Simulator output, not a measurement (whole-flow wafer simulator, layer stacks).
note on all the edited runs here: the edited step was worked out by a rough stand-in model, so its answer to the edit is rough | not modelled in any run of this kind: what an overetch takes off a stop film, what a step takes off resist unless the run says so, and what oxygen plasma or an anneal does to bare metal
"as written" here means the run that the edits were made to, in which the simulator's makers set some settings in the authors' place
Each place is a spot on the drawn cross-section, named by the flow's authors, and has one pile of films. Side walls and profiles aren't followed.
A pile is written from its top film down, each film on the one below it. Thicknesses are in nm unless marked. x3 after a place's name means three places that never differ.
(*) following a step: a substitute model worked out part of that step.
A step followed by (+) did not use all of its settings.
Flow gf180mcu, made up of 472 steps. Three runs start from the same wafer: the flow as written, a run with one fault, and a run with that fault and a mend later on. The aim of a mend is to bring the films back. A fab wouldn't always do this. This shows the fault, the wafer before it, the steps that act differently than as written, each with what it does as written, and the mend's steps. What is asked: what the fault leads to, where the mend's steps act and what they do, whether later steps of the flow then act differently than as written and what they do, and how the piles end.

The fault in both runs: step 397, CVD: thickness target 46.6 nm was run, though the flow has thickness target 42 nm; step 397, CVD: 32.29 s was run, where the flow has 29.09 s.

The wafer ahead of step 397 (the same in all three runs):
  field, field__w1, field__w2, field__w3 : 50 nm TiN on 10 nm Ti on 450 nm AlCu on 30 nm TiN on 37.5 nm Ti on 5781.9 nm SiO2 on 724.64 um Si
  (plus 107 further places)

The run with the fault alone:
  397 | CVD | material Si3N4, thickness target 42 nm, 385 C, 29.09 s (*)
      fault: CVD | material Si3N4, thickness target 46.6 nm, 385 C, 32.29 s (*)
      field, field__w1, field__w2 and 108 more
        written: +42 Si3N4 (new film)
        fault: +46.6 Si3N4 (new film)
  Steps further on in the flow that do not act as written (not shown: 6 more steps that differ only slightly, by at most 2% or 0.5 nm, whichever is larger):
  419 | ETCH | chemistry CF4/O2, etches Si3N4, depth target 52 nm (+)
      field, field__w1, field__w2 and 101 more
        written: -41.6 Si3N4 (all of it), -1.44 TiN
        fault: -46.2 Si3N4 (all of it), -0.8 TiN
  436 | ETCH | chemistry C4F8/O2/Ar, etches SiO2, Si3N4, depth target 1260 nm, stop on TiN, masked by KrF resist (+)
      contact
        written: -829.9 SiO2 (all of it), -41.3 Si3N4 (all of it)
        fault: -829.9 SiO2 (all of it), -45.9 Si3N4 (all of it)
  By the end, the piles at field__w4, field__w8, m1, m1__w1, mim, mim_1p0, m1_nw depart from the flow's by more than 2% or 0.5 nm, whichever is larger.
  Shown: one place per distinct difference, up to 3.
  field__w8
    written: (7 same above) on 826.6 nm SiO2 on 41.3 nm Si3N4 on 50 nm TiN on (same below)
    fault: (7 same above) on 826.6 nm SiO2 on 45.9 nm Si3N4 on 50 nm TiN on (same below)
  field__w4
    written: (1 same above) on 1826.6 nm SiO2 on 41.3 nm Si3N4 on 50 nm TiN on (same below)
    fault: (1 same above) on 1826.6 nm SiO2 on 45.9 nm Si3N4 on 50 nm TiN on (same below)
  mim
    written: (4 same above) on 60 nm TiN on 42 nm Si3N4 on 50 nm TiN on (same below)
    fault: (4 same above) on 60 nm TiN on 46.6 nm Si3N4 on 50 nm TiN on (same below)

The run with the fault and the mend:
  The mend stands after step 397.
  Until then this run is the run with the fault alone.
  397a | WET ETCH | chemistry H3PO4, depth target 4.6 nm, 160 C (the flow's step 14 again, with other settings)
      field, field__w1, field__w2 and 108 more
        -4.6 Si3N4
  None of the later steps of the flow acts differently than as written at any place that is followed.
  The piles end only slightly different from the flow's at the places that both follow, by no more than 2% or 0.5 nm, whichever is larger.
